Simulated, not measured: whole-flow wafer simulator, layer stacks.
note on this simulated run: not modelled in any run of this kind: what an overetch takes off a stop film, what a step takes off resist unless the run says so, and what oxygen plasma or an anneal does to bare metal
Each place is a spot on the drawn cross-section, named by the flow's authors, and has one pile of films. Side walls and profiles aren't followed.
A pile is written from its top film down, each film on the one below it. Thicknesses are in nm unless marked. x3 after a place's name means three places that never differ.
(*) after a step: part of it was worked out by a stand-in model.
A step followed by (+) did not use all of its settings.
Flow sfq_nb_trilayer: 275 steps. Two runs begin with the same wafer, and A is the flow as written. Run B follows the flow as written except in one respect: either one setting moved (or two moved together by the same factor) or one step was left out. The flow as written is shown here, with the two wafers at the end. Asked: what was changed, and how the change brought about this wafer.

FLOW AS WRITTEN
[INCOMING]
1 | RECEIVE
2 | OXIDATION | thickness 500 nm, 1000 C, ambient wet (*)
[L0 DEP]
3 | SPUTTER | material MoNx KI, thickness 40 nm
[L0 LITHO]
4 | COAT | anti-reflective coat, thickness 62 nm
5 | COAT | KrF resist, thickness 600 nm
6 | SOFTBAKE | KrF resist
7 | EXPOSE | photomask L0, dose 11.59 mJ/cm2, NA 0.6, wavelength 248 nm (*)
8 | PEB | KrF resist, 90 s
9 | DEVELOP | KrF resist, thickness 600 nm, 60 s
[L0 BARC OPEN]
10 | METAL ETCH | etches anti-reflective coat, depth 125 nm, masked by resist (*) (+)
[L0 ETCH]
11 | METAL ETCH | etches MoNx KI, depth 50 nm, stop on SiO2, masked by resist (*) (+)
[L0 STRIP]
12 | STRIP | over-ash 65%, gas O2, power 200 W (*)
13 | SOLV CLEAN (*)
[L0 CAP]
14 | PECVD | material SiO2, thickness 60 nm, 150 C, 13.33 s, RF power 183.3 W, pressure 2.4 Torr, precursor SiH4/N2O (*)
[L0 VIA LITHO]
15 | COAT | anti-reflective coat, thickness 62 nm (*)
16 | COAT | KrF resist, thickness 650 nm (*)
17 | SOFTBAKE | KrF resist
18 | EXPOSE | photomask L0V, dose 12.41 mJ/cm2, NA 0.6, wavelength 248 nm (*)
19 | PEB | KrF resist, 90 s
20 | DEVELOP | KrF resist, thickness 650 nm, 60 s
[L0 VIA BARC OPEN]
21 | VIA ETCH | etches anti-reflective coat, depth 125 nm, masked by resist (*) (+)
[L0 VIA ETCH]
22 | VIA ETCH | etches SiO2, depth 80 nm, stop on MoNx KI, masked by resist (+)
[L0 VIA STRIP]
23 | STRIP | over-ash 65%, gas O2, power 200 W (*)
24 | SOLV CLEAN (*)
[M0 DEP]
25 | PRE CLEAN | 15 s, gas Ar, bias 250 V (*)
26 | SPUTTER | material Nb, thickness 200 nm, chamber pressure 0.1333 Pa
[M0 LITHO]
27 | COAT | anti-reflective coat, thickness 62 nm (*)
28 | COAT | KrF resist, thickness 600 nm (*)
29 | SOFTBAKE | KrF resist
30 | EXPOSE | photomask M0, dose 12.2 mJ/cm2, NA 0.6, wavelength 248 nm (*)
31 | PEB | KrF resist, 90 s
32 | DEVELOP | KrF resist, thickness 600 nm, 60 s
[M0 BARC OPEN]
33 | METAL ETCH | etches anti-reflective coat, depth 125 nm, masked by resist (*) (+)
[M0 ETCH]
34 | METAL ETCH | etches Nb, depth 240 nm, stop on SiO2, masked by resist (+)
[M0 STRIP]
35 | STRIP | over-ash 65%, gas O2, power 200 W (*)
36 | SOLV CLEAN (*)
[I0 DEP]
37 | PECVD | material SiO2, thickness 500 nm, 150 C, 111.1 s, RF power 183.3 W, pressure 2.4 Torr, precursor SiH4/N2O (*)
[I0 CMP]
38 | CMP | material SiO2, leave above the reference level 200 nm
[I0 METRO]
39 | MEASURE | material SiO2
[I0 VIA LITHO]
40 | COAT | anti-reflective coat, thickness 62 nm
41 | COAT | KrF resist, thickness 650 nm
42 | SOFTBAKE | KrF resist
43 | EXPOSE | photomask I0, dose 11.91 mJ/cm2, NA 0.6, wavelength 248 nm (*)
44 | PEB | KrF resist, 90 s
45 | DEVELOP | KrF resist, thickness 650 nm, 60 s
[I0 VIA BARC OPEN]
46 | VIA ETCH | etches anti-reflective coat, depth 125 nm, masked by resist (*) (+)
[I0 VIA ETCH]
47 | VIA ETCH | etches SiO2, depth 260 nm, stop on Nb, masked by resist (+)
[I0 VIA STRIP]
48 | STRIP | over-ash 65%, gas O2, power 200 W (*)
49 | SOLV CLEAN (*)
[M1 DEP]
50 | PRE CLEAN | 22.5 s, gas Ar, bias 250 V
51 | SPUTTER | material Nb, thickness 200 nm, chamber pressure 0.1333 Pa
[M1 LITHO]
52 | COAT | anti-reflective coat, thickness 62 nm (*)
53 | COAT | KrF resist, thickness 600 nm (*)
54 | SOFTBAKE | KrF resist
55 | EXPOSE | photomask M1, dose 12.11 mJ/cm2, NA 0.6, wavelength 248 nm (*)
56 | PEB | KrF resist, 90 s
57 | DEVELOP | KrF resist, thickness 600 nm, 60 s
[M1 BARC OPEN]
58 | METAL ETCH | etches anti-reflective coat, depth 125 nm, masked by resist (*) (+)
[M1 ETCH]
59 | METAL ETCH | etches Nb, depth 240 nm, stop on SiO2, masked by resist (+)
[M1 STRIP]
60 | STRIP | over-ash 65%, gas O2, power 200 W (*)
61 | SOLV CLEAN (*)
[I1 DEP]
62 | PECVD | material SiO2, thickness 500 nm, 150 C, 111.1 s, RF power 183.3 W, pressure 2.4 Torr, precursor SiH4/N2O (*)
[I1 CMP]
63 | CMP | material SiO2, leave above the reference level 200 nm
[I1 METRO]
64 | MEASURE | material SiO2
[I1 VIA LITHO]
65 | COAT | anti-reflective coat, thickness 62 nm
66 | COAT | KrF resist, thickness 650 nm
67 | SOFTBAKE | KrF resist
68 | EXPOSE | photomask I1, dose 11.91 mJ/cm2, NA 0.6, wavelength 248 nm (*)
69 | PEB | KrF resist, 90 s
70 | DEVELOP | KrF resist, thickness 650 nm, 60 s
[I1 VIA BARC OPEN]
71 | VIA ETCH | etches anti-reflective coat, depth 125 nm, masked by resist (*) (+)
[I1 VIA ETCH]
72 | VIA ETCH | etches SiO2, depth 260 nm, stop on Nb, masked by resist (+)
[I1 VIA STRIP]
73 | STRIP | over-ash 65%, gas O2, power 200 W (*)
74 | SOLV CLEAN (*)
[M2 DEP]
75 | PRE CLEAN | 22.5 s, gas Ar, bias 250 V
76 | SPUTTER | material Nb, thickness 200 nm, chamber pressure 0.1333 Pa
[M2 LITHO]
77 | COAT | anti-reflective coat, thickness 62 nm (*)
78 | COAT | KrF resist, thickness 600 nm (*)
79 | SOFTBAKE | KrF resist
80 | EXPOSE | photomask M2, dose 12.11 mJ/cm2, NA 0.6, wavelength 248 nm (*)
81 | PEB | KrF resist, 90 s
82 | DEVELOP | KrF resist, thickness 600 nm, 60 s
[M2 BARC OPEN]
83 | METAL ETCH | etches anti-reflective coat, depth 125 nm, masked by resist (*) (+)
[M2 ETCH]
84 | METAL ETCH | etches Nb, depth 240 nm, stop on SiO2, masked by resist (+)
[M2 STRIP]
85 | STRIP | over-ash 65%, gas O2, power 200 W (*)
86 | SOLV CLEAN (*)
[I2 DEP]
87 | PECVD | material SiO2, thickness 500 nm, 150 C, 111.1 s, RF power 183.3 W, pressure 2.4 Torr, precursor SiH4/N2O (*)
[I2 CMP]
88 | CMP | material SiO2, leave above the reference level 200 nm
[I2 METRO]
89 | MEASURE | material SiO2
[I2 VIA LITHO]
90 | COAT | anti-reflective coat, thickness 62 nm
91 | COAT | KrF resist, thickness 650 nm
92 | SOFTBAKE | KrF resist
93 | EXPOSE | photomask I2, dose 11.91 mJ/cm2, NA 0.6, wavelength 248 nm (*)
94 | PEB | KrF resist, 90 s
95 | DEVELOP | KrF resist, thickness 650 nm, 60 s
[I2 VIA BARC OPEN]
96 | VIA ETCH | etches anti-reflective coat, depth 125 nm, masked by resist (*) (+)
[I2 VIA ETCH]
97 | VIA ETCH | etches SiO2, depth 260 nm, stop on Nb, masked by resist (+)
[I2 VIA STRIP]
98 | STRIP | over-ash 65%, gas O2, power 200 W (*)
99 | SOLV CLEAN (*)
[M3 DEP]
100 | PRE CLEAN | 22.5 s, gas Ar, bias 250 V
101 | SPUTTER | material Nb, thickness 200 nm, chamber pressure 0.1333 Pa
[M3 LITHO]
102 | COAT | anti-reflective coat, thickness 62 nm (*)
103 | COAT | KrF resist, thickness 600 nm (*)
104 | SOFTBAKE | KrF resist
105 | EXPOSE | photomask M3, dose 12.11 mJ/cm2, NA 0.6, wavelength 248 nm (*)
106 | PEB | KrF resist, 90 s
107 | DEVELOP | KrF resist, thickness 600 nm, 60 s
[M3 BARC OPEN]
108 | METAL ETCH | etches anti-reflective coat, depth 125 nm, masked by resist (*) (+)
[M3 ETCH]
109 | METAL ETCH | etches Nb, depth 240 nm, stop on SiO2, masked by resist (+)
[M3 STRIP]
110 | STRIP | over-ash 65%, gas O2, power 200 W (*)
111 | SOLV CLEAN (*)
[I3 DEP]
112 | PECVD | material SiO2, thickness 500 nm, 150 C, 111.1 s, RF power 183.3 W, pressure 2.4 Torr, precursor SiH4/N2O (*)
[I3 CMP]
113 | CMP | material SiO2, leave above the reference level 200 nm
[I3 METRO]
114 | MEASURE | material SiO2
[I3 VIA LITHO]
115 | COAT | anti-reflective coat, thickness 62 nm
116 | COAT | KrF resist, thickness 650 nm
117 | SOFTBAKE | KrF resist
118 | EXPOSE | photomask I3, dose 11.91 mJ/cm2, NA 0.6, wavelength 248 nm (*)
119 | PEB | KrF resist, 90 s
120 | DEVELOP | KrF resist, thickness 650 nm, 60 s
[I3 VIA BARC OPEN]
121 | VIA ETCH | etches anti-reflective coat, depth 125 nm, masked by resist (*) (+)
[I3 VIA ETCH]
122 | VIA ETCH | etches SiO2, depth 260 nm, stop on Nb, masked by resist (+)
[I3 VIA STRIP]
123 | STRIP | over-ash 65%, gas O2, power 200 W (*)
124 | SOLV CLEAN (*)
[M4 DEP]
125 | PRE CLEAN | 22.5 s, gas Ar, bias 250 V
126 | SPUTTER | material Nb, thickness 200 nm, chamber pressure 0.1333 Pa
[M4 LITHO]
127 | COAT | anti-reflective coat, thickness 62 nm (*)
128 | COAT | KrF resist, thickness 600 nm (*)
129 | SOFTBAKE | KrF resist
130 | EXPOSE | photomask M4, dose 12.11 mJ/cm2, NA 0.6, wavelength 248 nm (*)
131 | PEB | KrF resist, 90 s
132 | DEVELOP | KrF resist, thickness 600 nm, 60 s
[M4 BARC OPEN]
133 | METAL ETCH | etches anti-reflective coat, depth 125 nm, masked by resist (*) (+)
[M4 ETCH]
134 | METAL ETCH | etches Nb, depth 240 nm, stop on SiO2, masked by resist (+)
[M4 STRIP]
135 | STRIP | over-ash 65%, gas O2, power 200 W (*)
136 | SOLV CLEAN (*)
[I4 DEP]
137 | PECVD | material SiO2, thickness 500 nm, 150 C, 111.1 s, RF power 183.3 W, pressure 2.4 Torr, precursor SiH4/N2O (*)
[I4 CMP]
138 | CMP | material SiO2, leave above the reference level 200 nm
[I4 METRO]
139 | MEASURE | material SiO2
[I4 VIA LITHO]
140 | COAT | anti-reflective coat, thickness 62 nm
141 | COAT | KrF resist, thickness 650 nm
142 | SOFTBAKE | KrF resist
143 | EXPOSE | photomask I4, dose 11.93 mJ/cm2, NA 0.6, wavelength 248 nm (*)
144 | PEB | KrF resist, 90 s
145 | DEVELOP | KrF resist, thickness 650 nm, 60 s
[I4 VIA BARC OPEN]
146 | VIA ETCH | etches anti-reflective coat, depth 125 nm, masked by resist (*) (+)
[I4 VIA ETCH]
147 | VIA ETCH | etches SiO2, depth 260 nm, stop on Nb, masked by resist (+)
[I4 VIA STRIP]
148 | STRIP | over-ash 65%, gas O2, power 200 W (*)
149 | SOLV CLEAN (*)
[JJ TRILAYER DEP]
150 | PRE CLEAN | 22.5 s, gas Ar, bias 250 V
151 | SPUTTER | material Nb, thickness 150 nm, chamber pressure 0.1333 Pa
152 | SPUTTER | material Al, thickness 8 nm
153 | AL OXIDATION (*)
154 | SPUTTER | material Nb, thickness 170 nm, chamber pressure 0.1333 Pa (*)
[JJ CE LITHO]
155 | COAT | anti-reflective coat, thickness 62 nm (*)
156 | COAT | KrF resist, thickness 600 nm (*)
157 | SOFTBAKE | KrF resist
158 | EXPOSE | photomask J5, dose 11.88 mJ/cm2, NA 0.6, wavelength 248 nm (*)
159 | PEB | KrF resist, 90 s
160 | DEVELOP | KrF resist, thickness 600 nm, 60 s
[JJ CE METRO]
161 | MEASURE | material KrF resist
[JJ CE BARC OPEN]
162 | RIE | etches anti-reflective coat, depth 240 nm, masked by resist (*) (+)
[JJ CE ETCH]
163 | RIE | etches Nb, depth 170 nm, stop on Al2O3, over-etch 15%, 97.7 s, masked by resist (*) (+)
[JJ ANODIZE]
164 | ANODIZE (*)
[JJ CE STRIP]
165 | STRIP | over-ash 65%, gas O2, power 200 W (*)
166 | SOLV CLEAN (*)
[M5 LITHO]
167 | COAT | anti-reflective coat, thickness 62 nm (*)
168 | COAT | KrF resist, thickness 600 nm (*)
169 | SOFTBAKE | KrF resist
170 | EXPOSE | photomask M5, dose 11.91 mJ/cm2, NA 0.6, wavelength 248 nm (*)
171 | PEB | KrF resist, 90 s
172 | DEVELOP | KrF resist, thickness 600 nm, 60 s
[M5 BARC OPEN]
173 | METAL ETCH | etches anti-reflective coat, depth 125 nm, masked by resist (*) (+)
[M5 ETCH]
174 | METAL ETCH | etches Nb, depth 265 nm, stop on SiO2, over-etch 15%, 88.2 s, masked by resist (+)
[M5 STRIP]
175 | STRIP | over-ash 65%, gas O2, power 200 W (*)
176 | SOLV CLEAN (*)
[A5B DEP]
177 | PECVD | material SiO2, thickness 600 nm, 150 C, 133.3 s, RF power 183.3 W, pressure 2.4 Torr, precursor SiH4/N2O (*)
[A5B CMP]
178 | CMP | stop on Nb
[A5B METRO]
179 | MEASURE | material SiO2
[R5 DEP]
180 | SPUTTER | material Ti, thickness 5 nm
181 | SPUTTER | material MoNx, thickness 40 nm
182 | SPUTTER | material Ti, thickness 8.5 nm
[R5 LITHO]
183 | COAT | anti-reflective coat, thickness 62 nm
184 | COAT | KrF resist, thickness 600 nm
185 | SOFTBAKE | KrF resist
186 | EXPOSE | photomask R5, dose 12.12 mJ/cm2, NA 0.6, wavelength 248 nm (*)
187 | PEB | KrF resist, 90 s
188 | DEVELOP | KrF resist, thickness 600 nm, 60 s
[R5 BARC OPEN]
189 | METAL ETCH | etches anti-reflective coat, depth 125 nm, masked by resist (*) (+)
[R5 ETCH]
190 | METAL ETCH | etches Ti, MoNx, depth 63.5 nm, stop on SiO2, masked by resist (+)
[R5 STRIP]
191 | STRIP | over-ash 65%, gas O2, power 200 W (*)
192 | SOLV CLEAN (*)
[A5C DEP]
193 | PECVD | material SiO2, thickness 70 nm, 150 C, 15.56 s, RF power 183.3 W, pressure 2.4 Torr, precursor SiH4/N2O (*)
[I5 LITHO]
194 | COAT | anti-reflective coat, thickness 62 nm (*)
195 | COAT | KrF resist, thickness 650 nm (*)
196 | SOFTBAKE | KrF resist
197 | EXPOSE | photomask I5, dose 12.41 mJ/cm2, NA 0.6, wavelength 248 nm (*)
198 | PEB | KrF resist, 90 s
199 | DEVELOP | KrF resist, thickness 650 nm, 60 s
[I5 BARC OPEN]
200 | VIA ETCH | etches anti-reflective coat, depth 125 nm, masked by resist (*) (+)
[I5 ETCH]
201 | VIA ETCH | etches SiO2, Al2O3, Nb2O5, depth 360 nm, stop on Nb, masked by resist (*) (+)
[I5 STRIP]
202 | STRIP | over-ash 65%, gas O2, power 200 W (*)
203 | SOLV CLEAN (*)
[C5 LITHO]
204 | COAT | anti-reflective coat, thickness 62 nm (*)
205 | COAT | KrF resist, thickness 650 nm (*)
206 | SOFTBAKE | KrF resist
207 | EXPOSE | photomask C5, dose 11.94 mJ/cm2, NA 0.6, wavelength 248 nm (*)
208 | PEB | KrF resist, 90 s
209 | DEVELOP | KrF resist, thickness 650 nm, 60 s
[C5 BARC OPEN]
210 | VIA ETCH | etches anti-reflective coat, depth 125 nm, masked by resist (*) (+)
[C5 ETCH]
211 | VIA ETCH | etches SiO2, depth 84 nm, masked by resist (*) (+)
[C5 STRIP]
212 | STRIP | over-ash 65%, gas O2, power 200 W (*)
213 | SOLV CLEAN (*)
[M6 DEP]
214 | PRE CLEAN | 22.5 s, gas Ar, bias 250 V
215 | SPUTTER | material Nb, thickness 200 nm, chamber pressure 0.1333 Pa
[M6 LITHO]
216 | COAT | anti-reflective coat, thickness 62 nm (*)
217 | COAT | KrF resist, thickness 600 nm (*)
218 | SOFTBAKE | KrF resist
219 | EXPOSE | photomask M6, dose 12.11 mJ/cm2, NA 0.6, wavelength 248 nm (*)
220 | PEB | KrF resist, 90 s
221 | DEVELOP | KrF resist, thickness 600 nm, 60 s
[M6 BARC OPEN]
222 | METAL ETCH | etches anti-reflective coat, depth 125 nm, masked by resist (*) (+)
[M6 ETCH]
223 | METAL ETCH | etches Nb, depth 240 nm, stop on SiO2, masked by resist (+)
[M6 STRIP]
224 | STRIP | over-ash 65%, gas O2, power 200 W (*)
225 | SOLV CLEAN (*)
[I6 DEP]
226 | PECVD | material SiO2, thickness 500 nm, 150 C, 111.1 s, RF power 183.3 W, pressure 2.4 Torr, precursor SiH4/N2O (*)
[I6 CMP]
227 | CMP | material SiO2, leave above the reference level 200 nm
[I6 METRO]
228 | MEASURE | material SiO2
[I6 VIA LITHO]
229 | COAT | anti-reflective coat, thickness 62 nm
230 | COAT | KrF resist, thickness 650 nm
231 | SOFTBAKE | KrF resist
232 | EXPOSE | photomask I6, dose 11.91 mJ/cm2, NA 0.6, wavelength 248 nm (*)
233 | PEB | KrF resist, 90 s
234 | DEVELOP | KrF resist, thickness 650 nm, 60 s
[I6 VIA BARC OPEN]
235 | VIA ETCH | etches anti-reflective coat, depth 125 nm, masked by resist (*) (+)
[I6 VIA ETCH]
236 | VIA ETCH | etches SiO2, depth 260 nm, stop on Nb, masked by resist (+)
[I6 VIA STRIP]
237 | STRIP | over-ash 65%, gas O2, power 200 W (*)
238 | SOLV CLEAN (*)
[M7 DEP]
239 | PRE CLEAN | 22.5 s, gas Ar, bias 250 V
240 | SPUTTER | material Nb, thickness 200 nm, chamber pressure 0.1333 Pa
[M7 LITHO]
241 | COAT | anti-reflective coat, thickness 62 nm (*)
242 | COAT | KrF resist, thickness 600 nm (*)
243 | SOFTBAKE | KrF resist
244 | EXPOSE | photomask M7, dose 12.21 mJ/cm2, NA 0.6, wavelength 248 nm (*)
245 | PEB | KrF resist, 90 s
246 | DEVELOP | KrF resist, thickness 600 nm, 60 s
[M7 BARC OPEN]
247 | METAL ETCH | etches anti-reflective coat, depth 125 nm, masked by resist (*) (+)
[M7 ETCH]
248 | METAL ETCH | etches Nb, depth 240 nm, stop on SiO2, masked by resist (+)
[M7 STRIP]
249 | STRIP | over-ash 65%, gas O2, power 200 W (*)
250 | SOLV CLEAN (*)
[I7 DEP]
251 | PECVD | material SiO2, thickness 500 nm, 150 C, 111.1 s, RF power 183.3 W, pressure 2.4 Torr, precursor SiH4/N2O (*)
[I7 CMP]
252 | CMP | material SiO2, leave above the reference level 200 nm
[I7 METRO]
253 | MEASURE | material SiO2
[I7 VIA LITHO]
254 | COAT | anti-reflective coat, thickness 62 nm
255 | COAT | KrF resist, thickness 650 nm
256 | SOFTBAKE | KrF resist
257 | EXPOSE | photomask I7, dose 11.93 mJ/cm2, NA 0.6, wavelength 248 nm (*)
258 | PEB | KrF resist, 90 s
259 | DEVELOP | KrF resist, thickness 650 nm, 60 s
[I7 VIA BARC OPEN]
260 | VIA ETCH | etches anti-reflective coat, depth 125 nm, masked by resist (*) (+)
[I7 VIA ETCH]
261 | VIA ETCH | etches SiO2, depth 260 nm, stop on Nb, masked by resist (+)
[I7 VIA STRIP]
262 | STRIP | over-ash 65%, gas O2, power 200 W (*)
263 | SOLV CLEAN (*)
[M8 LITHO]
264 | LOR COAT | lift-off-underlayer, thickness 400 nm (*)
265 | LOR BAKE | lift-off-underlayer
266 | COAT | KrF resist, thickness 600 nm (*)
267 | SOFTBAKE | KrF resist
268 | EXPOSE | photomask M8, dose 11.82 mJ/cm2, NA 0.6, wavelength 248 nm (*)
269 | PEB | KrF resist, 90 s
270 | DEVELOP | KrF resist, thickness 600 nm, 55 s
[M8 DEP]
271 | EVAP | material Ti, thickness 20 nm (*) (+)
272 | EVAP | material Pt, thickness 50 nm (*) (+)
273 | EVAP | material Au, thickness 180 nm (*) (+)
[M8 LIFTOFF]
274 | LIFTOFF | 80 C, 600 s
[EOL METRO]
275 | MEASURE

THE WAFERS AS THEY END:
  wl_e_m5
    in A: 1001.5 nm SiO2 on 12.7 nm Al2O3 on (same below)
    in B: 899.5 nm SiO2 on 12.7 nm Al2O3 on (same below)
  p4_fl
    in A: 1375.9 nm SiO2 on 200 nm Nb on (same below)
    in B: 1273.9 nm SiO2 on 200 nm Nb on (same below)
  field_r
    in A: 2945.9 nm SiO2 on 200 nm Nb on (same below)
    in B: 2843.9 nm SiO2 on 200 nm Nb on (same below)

What caused this: step 227, CMP: leave above the reference level 98 nm was run, whereas the flow has leave above the reference level 200 nm.

Step by step, how the change led to this:
  227 | CMP | material SiO2, leave above the reference level 200 nm
      field_l, p4_fl, p4_fm and 59 more: A -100 SiO2 | B -202 SiO2
      v_sur, via_wl, via_w and 15 more: A -300 SiO2 | B -402 SiO2
      (and at 26 other places as well)
  236 | VIA ETCH | etches SiO2, depth 260 nm, stop on Nb, masked by resist (+)
      field_l, v_sur, via_wl and 102 more: A -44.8 KrF resist | B -25.3 KrF resist
      via_v: A -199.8 SiO2 (all of it) | B -97.8 SiO2 (all of it)
  237 | STRIP | over-ash 65%, gas O2, power 200 W (*)
      field_l, v_sur, via_wl and 102 more: A -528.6 KrF resist (all of it), -62 anti-reflective coat (all of it) | B -548.1 KrF resist (all of it), -62 anti-reflective coat (all of it)
  240 | SPUTTER | material Nb, thickness 200 nm, chamber pressure 0.1333 Pa
      via_v: A +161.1 Nb | B +186.4 Nb
  241 | COAT | anti-reflective coat, thickness 62 nm (*)
      via_v: A +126 anti-reflective coat (new film) | B +105.3 anti-reflective coat (new film)
      wire: A +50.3 anti-reflective coat (new film) | B +49.2 anti-reflective coat (new film)
  242 | COAT | KrF resist, thickness 600 nm (*)
      via_v: A +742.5 KrF resist (new film) | B +652.4 KrF resist (new film)
  249 | STRIP | over-ash 65%, gas O2, power 200 W (*)
      via_sp: A -373.6 KrF resist (all of it), -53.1 anti-reflective coat (all of it) | B -382.7 KrF resist (all of it), -52.4 anti-reflective coat (all of it)
      via_v: A -524.5 KrF resist (all of it), -126 anti-reflective coat (all of it) | B -434.7 KrF resist (all of it), -105.3 anti-reflective coat (all of it)
      (and at 1 other place as well)
  251 | PECVD | material SiO2, thickness 500 nm, 150 C, 111.1 s, RF power 183.3 W, pressure 2.4 Torr, precursor SiH4/N2O (*)
      via_v: A +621 SiO2 (new film) | B +500 SiO2 (new film)
  252 | CMP | material SiO2, leave above the reference level 200 nm
      via_v: A -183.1 SiO2 | B -189.4 SiO2
